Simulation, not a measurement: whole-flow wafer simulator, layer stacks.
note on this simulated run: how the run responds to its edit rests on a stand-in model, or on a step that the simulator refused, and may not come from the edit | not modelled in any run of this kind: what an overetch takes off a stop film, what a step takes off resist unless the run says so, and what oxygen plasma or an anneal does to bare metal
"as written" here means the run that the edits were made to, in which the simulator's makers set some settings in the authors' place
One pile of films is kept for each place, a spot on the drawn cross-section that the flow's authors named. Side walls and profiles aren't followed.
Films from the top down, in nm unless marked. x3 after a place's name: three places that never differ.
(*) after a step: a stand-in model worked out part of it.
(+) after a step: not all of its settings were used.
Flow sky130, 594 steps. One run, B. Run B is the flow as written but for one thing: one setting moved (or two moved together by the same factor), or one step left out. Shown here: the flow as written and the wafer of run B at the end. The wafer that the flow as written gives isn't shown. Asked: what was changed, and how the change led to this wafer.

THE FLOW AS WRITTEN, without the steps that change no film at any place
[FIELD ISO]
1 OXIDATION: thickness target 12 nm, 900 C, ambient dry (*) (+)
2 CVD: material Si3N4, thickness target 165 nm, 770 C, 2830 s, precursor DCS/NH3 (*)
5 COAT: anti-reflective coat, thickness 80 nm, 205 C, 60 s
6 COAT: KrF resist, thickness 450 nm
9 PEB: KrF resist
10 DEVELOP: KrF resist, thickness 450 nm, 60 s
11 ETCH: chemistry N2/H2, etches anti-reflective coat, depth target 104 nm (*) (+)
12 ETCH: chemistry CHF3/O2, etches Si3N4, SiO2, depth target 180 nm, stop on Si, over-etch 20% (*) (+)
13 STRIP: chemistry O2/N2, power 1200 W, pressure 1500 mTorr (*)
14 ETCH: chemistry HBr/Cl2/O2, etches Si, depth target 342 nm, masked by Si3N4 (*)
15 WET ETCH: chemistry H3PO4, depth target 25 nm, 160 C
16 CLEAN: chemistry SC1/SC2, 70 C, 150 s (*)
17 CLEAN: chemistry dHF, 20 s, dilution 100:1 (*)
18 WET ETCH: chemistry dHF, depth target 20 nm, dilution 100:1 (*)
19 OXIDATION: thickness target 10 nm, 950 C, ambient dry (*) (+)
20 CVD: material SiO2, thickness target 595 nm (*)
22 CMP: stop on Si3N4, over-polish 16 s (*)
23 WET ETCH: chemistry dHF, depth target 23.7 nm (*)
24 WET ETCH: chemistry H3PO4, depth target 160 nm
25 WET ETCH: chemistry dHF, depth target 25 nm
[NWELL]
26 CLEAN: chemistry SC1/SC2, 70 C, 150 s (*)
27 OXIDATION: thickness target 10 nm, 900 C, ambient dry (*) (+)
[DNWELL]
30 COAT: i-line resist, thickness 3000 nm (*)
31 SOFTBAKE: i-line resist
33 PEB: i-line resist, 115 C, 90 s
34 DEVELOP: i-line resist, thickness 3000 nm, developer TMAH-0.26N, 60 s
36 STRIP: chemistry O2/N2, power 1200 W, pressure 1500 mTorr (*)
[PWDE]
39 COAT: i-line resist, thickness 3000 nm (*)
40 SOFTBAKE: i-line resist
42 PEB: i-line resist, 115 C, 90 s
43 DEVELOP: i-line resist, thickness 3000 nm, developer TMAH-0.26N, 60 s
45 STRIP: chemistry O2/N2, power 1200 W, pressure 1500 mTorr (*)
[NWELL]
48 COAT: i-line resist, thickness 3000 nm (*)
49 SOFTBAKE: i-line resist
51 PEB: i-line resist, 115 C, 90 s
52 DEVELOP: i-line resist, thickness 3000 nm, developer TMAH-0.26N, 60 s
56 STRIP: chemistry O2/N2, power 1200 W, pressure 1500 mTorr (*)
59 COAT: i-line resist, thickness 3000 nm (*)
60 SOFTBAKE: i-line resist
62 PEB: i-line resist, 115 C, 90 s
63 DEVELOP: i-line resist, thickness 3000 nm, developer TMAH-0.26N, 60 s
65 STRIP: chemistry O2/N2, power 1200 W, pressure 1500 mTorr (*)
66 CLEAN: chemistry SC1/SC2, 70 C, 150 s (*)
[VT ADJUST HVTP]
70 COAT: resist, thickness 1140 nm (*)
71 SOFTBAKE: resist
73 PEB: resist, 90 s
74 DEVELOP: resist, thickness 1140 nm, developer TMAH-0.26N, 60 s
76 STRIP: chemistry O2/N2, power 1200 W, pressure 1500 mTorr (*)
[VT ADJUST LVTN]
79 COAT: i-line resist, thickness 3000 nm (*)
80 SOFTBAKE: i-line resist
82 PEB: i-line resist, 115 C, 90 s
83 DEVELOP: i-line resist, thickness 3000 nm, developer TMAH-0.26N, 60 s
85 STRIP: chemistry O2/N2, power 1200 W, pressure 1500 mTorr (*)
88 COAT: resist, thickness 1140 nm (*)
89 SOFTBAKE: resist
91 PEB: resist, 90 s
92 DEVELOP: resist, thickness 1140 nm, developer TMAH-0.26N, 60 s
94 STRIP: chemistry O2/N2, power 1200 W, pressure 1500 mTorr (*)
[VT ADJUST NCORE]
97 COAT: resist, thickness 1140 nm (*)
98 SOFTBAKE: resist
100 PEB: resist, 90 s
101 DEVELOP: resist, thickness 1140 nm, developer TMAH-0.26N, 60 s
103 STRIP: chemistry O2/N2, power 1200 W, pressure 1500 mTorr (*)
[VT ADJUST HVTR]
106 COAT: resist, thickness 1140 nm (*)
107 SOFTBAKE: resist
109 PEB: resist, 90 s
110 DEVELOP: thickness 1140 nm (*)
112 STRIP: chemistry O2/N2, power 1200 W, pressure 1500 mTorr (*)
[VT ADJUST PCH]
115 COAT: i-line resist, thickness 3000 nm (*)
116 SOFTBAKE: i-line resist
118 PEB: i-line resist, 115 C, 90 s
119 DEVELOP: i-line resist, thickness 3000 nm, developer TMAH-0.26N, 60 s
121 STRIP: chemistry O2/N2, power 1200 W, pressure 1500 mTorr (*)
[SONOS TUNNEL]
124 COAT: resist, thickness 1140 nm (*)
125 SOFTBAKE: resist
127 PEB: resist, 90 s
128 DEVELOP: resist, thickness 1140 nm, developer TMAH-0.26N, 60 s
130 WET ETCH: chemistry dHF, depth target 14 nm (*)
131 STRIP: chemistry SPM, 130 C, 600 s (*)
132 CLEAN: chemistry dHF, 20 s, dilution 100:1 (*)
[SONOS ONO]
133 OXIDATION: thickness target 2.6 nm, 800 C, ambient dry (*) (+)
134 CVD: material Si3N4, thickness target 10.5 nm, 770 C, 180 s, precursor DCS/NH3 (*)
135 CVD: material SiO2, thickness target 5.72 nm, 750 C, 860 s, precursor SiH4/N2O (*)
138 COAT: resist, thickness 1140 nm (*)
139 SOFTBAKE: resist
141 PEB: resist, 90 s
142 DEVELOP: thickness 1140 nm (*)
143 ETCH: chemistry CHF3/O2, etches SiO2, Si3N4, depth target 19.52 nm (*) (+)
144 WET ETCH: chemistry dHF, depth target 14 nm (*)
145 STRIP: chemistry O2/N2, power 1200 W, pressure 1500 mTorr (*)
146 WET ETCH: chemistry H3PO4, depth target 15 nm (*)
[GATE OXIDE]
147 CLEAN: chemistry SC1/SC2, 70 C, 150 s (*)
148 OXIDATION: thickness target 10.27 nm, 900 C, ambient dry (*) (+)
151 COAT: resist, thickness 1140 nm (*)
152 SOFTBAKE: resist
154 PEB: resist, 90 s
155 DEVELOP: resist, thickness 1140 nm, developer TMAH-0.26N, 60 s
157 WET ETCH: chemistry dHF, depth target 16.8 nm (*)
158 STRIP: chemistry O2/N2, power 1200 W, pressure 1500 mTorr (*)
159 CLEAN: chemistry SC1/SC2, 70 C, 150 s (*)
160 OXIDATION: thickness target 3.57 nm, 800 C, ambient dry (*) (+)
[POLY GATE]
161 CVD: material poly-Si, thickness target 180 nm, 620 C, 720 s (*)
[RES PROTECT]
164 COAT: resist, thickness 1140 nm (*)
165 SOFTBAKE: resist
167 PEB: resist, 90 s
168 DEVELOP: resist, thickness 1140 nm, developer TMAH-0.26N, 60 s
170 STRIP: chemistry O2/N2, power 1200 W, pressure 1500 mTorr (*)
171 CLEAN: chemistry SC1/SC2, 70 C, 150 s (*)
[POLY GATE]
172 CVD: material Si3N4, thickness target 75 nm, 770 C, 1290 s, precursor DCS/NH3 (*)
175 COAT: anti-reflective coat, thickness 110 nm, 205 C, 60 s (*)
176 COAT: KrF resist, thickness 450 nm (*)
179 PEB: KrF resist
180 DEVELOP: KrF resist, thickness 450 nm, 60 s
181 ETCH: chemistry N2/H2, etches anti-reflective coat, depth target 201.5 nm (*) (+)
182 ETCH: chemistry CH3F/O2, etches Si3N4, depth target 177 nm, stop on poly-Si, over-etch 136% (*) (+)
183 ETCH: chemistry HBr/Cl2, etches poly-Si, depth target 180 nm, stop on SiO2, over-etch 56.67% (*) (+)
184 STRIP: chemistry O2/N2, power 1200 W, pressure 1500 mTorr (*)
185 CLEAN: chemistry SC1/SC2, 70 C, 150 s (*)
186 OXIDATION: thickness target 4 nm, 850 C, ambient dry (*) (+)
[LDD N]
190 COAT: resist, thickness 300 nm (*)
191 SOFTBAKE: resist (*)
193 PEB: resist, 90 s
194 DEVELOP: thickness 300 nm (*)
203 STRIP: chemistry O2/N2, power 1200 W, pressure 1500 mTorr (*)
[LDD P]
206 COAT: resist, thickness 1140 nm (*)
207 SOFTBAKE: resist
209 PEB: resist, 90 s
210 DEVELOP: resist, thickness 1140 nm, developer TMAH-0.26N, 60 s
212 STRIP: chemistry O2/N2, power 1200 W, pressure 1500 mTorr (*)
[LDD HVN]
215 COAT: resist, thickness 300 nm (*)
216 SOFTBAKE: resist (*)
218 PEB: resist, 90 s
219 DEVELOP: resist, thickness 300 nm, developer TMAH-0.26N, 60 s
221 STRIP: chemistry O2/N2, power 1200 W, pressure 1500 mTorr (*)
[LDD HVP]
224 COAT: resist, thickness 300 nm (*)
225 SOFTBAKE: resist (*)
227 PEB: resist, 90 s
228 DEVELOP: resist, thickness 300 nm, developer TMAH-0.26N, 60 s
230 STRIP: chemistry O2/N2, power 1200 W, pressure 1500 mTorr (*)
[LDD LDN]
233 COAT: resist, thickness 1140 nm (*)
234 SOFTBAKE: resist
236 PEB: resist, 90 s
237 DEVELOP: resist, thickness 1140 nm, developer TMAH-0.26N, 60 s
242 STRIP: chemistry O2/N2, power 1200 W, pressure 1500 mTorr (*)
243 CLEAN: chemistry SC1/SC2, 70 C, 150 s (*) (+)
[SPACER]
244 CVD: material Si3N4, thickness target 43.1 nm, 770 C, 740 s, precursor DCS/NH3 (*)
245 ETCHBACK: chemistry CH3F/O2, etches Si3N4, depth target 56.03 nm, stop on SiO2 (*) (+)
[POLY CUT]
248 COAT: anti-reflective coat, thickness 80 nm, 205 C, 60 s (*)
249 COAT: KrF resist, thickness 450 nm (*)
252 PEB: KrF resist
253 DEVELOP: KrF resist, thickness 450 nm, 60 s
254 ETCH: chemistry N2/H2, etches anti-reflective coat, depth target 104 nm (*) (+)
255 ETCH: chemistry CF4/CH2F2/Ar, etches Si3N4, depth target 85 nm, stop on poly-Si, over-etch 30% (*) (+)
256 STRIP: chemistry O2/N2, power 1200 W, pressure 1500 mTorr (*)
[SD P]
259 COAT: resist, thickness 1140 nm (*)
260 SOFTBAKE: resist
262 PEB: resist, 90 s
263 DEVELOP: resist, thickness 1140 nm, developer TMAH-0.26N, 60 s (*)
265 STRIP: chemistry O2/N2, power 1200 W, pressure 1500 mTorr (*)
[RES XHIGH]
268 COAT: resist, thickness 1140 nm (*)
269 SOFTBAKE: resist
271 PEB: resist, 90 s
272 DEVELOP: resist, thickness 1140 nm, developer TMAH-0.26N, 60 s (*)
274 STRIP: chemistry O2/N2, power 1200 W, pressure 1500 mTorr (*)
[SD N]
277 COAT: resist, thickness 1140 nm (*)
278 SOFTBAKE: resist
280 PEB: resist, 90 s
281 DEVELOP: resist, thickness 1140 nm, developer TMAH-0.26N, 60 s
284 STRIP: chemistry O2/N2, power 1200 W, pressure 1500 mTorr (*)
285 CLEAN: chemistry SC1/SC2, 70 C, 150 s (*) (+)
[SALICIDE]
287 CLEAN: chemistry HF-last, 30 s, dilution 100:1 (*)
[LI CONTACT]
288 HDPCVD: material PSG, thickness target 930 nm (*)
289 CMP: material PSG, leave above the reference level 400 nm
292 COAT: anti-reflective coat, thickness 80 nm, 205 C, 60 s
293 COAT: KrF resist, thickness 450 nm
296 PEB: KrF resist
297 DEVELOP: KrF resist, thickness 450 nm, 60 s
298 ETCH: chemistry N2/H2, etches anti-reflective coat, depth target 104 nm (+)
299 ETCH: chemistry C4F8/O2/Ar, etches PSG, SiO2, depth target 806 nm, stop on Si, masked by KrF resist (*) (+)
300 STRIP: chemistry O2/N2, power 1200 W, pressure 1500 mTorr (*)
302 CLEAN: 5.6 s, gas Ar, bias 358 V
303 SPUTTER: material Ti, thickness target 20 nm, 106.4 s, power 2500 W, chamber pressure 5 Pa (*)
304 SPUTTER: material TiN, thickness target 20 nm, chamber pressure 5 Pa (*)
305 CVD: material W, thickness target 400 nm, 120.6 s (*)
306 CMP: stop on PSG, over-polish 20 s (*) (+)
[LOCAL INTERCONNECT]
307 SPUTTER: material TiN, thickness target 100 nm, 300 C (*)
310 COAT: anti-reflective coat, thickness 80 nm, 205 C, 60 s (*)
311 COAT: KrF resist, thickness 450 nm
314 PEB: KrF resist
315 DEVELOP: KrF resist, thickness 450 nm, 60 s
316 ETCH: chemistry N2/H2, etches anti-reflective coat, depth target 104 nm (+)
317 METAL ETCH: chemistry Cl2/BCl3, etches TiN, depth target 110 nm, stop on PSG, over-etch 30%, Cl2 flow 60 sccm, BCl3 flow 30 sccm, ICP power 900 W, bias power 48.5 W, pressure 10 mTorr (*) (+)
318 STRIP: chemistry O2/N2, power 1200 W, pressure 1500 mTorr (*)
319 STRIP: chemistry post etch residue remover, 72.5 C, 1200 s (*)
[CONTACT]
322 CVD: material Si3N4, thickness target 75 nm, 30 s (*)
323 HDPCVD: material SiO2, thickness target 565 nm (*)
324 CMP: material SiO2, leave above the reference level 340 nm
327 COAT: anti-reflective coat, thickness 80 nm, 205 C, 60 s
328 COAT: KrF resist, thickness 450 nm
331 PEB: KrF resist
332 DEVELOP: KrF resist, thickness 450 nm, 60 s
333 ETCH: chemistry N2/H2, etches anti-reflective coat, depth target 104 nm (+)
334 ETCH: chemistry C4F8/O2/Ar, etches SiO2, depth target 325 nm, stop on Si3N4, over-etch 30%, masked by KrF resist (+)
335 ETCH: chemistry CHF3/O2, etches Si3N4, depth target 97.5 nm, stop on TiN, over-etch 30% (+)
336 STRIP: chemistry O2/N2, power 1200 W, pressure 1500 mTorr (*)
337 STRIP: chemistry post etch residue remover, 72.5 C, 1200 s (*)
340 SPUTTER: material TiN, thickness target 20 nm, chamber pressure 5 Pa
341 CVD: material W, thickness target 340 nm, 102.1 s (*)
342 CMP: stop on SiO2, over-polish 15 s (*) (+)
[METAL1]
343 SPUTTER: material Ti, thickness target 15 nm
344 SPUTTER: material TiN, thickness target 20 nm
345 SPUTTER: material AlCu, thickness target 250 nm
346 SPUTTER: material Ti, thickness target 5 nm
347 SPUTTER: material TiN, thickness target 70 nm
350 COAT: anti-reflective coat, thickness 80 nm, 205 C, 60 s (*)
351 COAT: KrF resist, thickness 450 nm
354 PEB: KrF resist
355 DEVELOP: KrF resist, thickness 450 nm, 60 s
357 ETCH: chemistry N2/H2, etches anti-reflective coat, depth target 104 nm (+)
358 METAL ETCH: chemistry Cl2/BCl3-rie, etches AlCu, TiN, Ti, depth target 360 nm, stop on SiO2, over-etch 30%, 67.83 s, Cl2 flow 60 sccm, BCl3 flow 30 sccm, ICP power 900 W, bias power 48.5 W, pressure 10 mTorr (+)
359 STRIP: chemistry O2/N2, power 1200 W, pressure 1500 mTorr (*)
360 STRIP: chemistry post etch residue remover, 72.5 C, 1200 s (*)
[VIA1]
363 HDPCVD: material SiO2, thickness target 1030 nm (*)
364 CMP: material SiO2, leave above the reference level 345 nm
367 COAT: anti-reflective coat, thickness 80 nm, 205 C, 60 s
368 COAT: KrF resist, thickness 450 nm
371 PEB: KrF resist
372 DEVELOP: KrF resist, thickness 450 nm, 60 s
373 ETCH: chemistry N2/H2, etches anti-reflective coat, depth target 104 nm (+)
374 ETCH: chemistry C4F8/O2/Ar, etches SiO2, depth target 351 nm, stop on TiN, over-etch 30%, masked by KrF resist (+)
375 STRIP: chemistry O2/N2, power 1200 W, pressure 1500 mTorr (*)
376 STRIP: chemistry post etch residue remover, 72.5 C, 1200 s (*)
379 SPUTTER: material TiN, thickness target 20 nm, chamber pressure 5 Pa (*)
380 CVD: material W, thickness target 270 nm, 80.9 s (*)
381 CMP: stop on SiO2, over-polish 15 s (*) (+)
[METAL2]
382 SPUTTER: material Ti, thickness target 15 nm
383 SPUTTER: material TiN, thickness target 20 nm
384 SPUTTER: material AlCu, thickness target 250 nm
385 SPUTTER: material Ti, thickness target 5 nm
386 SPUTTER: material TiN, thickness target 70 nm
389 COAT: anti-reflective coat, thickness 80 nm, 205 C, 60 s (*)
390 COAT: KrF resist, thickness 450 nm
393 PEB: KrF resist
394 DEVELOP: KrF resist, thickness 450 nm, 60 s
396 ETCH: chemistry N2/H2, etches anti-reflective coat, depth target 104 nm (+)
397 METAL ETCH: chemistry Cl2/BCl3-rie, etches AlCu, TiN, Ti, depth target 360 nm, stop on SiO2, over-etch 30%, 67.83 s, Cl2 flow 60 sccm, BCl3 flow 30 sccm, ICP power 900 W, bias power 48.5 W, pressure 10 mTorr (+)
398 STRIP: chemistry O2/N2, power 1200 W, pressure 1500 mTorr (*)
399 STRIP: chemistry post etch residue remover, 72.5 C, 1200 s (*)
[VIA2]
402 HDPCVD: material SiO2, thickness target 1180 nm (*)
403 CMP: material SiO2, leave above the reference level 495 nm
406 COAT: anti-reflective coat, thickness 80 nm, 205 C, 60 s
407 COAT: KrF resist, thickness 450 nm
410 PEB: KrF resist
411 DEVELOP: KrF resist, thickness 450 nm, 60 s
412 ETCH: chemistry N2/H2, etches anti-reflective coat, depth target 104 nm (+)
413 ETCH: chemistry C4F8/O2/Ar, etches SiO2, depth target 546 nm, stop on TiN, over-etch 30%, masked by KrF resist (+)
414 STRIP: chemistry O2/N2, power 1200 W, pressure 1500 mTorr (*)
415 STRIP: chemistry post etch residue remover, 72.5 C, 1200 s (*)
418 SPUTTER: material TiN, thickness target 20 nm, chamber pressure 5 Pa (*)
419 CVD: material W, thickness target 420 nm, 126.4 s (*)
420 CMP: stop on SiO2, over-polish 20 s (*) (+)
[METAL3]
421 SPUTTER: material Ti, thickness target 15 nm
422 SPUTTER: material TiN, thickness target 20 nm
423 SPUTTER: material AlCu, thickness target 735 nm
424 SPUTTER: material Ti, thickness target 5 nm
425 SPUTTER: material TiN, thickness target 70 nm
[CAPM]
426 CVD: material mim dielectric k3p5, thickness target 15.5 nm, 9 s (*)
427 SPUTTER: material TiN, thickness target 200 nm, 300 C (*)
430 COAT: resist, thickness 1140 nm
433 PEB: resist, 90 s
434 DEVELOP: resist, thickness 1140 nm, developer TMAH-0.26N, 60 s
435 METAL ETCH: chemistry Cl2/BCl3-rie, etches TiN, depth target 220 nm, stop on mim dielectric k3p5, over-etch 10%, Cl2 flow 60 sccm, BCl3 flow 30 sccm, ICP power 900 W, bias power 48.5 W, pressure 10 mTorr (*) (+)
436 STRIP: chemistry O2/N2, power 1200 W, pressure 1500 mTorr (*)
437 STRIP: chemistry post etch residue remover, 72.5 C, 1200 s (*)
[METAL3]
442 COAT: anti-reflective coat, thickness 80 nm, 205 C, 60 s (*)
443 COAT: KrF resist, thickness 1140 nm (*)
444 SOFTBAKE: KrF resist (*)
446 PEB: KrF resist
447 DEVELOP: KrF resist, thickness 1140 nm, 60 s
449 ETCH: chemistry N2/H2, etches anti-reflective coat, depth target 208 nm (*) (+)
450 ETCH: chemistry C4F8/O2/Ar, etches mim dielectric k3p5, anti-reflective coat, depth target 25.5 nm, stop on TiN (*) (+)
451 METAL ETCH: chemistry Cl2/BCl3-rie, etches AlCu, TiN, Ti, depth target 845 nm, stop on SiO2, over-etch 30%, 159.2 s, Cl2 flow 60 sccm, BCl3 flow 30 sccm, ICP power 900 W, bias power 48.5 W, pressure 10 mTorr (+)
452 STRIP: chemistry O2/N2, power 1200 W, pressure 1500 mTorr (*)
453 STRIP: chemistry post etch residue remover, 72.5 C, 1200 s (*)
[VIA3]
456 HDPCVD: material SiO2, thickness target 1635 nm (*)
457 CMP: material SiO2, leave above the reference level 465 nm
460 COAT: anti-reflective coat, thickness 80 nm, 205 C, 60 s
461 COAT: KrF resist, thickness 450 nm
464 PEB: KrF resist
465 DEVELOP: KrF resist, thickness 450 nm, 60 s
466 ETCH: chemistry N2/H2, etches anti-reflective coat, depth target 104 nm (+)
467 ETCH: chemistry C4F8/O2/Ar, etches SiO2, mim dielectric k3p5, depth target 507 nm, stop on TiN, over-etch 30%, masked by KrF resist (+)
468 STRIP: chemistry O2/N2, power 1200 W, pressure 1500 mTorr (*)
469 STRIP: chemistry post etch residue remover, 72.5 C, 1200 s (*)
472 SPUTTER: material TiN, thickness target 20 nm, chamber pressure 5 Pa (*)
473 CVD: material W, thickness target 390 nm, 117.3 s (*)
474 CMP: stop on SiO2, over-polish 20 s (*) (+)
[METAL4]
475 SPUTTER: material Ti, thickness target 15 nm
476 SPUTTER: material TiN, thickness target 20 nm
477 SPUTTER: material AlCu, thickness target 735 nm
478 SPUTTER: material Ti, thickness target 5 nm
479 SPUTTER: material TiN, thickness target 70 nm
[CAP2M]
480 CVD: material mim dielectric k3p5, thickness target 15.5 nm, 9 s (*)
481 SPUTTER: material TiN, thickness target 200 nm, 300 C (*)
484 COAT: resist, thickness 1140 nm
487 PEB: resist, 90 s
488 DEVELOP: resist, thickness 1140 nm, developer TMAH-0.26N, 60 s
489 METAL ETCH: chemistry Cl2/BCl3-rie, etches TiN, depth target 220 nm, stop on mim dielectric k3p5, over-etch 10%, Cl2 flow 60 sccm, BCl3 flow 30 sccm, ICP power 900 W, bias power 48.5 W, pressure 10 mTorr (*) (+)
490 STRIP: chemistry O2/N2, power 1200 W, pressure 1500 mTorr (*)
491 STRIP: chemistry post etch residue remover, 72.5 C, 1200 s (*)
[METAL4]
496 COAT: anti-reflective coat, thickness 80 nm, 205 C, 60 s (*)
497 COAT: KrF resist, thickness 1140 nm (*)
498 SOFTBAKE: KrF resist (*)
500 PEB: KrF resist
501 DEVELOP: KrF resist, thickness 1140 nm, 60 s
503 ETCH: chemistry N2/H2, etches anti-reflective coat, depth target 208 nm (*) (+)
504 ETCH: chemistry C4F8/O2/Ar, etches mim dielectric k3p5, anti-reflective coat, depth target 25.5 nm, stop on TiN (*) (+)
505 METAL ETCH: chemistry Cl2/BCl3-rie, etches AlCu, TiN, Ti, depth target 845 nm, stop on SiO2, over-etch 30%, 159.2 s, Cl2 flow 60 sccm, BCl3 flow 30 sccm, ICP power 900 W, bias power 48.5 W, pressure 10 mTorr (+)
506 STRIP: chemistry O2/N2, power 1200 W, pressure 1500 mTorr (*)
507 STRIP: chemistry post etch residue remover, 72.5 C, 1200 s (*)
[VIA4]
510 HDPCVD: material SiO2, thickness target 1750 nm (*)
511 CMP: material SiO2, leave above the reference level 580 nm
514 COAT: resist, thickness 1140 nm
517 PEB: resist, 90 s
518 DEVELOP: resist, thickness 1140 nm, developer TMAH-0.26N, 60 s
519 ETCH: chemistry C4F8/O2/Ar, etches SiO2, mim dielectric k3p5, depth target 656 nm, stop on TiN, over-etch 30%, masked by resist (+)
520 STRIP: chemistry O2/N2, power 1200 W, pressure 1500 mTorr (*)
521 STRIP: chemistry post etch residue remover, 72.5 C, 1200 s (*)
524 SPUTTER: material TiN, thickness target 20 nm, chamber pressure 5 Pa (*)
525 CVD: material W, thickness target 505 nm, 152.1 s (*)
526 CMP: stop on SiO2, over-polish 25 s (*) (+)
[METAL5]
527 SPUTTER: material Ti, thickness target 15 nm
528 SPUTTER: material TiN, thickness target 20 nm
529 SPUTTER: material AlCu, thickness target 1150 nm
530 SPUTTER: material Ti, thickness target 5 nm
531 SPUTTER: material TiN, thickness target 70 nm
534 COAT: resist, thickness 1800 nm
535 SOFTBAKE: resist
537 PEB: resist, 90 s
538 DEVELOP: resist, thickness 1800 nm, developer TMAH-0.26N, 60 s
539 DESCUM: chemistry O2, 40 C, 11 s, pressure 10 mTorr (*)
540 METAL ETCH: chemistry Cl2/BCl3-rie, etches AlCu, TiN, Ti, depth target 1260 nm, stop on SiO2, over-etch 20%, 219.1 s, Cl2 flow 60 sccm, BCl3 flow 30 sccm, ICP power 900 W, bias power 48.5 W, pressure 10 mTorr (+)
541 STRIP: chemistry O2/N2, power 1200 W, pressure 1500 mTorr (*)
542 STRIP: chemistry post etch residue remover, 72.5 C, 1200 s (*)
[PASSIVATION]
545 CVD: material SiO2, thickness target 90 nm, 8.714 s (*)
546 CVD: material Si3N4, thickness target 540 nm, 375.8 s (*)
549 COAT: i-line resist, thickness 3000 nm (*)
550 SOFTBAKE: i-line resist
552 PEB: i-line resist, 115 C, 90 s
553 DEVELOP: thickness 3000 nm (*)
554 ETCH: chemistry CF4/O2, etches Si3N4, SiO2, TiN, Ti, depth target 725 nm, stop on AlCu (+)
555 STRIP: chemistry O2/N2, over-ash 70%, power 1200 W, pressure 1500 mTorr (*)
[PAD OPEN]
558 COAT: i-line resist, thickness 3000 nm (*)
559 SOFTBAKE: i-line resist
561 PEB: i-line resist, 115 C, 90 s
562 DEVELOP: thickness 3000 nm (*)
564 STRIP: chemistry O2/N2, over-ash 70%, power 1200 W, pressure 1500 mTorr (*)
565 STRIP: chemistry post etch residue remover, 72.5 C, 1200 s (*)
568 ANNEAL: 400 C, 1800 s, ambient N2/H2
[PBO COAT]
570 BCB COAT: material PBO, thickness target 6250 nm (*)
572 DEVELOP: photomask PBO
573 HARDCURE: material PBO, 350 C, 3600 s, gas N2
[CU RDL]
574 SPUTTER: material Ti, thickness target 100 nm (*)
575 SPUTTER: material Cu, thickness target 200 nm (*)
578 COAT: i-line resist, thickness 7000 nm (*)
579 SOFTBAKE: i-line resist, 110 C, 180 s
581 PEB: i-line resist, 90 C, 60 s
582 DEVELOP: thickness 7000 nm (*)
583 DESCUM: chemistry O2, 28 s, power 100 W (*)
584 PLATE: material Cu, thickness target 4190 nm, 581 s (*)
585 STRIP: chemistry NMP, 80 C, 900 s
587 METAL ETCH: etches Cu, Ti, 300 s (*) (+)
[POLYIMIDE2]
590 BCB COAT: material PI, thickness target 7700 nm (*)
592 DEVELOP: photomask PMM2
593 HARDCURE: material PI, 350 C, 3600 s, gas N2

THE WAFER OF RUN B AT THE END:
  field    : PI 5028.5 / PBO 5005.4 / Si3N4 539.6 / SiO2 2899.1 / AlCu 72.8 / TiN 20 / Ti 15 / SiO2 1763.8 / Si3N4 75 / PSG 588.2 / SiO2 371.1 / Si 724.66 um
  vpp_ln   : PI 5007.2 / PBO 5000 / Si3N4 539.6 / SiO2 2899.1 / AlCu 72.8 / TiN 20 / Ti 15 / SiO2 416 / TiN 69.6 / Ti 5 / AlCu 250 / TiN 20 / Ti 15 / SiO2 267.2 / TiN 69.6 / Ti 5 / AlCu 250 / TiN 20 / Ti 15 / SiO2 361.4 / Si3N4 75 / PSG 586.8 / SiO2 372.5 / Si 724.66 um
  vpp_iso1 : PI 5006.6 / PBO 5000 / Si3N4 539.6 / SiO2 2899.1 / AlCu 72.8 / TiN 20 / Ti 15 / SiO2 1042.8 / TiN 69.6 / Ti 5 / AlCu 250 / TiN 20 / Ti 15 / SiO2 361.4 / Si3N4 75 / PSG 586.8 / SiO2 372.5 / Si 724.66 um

The cause: step 423, SPUTTER: thickness target 1102 nm was run, where the flow has thickness target 735 nm.

How the change led to this, step by step:
  423 SPUTTER: material AlCu, thickness target 735 nm
      field, active, n_well and 188 more: AlCu +1102 (new film) (as written it would be: AlCu +735 (new film))
  451 METAL ETCH: chemistry Cl2/BCl3-rie, etches AlCu, TiN, Ti, depth target 845 nm, stop on SiO2, over-etch 30%, 159.2 s, Cl2 flow 60 sccm, BCl3 flow 30 sccm, ICP power 900 W, bias power 48.5 W, pressure 10 mTorr (+)
      field, active, gate and 69 more: TiN -70 (all of it), Ti -5 (all of it), AlCu -1023.5 (as written it would be: TiN -70 (all of it), Ti -5 (all of it), AlCu -735 (all of it), TiN -20 (all of it), Ti -15 (all of it), SiO2 -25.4)
      vpp_ln, vpp_iso2, ndiff_ln and 10 more: TiN -70 (all of it), Ti -5 (all of it), AlCu -1023.5 (as written it would be: TiN -70 (all of it), Ti -5 (all of it), AlCu -735 (all of it), TiN -20 (all of it), Ti -15 (all of it), SiO2 -25.3)
  453 STRIP: chemistry post etch residue remover, 72.5 C, 1200 s (*)
      field, active, gate and 82 more: AlCu -5.72 (as written it would be: nothing)
  456 HDPCVD: material SiO2, thickness target 1635 nm (*)
      field, active, gate and 82 more: SiO2 +1635 (new film) (as written it would be: SiO2 +1635)
  457 CMP: material SiO2, leave above the reference level 465 nm
      field, active, gate and 82 more: SiO2 -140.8 (as written it would be: SiO2 -374.7)
Counting metal films that touch as one body, field has 1 body; the flow as written gives 0 bodies.
Counting metal films that touch as one body, vpp_ln has 3 bodies (between them, from the top down: SiO2 416; SiO2 267.2); the flow as written gives 2 bodies (between them, from the top down: SiO2 267.2).
Counting metal films that touch as one body, vpp_iso1 has 2 bodies (between them, from the top down: SiO2 1042.8); the flow as written gives 1 body.
